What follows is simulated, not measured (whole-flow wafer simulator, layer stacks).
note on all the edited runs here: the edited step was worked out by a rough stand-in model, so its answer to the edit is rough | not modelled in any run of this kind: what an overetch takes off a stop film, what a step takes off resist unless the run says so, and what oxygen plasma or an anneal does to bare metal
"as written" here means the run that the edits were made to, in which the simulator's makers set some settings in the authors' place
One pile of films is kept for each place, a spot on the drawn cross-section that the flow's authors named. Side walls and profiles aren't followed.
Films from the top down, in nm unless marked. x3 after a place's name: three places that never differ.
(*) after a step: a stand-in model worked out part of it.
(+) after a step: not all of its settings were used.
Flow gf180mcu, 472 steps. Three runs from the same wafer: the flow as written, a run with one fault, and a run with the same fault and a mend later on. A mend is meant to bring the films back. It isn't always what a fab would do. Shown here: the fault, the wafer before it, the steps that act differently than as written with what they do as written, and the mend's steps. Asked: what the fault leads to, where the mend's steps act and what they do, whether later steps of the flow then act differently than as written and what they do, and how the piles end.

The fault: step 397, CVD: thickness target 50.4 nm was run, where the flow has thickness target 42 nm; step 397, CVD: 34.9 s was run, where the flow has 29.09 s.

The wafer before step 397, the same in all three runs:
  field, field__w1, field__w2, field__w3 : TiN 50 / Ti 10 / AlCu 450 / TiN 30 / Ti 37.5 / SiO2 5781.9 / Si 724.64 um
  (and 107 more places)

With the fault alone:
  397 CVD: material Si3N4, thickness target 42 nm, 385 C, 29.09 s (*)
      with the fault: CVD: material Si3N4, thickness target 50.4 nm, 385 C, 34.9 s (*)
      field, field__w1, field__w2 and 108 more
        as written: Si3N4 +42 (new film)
        with the fault: Si3N4 +50.4 (new film)
  Later steps of the flow that act differently than as written (4 more steps differ only slightly, by at most 2% or 0.5 nm, whichever is larger, and aren't shown):
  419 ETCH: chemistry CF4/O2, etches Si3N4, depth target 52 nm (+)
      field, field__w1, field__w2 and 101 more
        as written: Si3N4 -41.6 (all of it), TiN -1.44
        with the fault: Si3N4 -50 (all of it), TiN -0.28
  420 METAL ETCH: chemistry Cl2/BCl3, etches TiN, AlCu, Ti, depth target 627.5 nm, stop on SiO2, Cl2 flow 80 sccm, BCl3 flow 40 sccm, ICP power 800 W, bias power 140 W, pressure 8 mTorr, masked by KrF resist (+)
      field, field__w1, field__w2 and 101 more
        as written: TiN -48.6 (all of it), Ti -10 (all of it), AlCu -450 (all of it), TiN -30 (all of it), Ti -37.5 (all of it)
        with the fault: TiN -49.7 (all of it), Ti -10 (all of it), AlCu -450 (all of it), TiN -30 (all of it), Ti -37.5 (all of it)
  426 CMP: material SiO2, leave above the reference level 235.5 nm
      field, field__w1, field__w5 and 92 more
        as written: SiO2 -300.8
        with the fault: SiO2 -292.5
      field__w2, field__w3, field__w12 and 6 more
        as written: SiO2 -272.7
        with the fault: SiO2 -263.9
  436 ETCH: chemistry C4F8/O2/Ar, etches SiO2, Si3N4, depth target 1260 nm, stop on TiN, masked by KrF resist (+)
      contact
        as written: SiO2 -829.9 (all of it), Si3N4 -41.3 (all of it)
        with the fault: SiO2 -829.9 (all of it), Si3N4 -49.7 (all of it)
  At the end the piles differ from the flow's by more than 2% or 0.5 nm, whichever is larger, at field__w4, field__w8, m1, m1__w1, mim, mim_1p0, m1_nw.
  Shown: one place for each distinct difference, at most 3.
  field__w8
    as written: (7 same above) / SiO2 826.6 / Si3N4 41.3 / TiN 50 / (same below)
    with the fault: (7 same above) / SiO2 826.6 / Si3N4 49.7 / TiN 50 / (same below)
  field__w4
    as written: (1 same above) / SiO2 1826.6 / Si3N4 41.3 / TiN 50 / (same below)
    with the fault: (1 same above) / SiO2 1826.6 / Si3N4 49.7 / TiN 50 / (same below)
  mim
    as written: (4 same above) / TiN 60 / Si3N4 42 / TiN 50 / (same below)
    with the fault: (4 same above) / TiN 60 / Si3N4 50.4 / TiN 50 / (same below)

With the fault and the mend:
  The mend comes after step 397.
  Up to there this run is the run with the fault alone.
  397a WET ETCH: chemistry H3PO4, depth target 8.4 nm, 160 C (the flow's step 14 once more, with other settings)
      field, field__w1, field__w2 and 108 more
        Si3N4 -8.4
  No later step of the flow acts differently than as written, at any place that is followed, by more than 2% or 0.5 nm, whichever is larger.
  At the end the piles differ from the flow's only slightly at the places that both follow, by at most 2% or 0.5 nm, whichever is larger.
